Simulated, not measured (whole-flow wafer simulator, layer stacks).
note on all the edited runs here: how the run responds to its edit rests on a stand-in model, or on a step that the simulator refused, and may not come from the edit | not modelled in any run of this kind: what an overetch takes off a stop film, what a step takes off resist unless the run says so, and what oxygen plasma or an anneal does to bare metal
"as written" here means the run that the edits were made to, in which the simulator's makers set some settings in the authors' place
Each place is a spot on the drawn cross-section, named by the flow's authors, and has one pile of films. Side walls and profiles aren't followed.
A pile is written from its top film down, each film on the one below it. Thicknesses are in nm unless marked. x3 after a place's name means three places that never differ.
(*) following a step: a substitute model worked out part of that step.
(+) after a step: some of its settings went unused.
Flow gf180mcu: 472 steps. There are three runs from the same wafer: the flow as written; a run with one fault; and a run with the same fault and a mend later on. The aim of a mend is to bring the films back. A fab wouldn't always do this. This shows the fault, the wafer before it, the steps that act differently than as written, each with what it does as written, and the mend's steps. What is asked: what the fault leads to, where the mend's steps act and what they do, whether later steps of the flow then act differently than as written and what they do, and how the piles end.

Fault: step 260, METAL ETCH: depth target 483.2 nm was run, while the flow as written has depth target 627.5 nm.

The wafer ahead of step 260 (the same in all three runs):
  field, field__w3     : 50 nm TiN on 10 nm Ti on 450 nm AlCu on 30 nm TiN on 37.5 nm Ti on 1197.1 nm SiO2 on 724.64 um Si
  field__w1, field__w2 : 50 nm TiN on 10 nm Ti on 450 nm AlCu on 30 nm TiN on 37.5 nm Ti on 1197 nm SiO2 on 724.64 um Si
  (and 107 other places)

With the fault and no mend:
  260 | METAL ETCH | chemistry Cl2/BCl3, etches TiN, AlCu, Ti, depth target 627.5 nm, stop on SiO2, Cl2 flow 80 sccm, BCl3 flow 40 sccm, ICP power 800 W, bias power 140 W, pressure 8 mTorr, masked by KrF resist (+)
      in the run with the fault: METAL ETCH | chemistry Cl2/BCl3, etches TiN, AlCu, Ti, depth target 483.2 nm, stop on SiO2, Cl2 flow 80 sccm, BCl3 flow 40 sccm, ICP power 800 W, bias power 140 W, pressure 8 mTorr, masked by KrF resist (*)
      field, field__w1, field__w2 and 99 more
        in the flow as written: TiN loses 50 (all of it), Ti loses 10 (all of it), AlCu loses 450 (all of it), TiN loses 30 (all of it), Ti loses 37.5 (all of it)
        in the run with the fault: TiN loses 50 (all of it), Ti loses 10 (all of it), AlCu loses 423.2
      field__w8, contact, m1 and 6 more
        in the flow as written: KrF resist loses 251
        in the run with the fault: KrF resist loses 193.3
  Steps further on in the flow that do not act as written:
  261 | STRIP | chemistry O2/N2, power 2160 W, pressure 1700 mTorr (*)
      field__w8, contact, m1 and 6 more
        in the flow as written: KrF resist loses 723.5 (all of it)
        in the run with the fault: KrF resist loses 781.2 (all of it)
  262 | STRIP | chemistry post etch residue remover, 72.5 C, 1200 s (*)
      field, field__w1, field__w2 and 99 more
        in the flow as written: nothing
        in the run with the fault: AlCu loses 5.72
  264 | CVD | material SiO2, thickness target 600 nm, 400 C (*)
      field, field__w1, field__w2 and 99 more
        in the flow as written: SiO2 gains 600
        in the run with the fault: SiO2 gains 600 (new film)
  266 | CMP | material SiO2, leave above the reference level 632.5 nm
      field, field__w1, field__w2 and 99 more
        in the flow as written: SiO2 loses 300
        in the run with the fault: SiO2 loses 388.6
  The piles end different from the flow's at field, field__w1, field__w2 and 100 more by more than 2% or 0.5 nm, whichever is larger.
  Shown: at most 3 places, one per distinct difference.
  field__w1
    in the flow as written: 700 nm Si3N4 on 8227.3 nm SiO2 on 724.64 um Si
    in the run with the fault: 700 nm Si3N4 on 6941.7 nm SiO2 on 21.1 nm AlCu on 30 nm TiN on 37.5 nm Ti on 1197 nm SiO2 on 724.64 um Si
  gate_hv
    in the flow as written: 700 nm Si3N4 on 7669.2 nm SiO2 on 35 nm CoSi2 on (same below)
    in the run with the fault: 700 nm Si3N4 on 6941.7 nm SiO2 on 21.1 nm AlCu on 30 nm TiN on 37.5 nm Ti on 638.9 nm SiO2 on 35 nm CoSi2 on (same below)
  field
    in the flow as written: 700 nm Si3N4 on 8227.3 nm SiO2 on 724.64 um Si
    in the run with the fault: 700 nm Si3N4 on 6941.7 nm SiO2 on 21.1 nm AlCu on 30 nm TiN on 37.5 nm Ti on 1197.1 nm SiO2 on 724.64 um Si

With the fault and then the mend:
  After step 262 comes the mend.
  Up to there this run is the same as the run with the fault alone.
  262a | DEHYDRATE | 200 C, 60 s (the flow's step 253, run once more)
      leaves every film unchanged at each place that is followed
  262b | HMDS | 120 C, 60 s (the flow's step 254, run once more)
      leaves every film unchanged at each place that is followed
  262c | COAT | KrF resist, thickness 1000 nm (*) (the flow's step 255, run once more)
      iso_ptap_pw, iso_ntap_nw, iso_nw_fld and 33 more
        KrF resist gains 1000 (new film)
      field_sub, field_sub__w1, field_sub__w2 and 12 more
        KrF resist gains 1002.8 (new film)
      field__w11, field__w13, p_well and 8 more
        KrF resist gains 1003.2 (new film)
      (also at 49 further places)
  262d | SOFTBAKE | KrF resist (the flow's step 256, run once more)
      leaves every film unchanged at each place that is followed
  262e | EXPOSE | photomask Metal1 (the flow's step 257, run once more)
      leaves every film unchanged at each place that is followed
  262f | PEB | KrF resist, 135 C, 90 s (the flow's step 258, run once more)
      field__w1, field__w2, field__w3 and 56 more
        KrF resist loses 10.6
      iso_ptap_pw, iso_ntap_nw, iso_nw_fld and 33 more
        KrF resist loses 10.5
      gate_hv, sd_p
        KrF resist loses 10.7
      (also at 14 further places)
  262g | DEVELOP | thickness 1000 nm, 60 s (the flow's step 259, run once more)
      iso_ptap_pw, iso_ntap_nw, iso_nw_fld and 33 more
        KrF resist loses 989.5 (all of it)
      field_sub, field_sub__w1, field_sub__w2 and 9 more
        KrF resist loses 992.2 (all of it)
      field__w13, p_well, sti and 7 more
        KrF resist loses 992.6 (all of it)
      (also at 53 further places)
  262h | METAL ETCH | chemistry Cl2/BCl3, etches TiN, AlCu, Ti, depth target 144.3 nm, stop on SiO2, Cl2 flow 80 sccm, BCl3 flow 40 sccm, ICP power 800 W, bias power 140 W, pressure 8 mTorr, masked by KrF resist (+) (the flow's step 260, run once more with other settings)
      field, field__w1, field__w2 and 99 more
        AlCu loses 21.1 (all of it), TiN loses 30 (all of it), Ti loses 37.5 (all of it)
      field__w8, contact, m1 and 6 more
        KrF resist loses 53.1
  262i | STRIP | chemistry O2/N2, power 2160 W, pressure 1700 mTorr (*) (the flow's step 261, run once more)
      field__w8
        KrF resist loses 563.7 (all of it)
      contact
        KrF resist loses 561.6 (all of it)
      m1
        KrF resist loses 564.5 (all of it)
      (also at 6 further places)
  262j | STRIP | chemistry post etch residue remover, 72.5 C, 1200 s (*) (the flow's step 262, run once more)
      field__w8, contact, m1 and 6 more
        TiN loses 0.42
  None of the later steps of the flow differs from how it acts as written, at any place that is followed, by more than 2% or 0.5 nm, whichever is larger.
  At the end the piles are close to the flow's at the places that both follow, differing by at most 2% or 0.5 nm, whichever is larger.
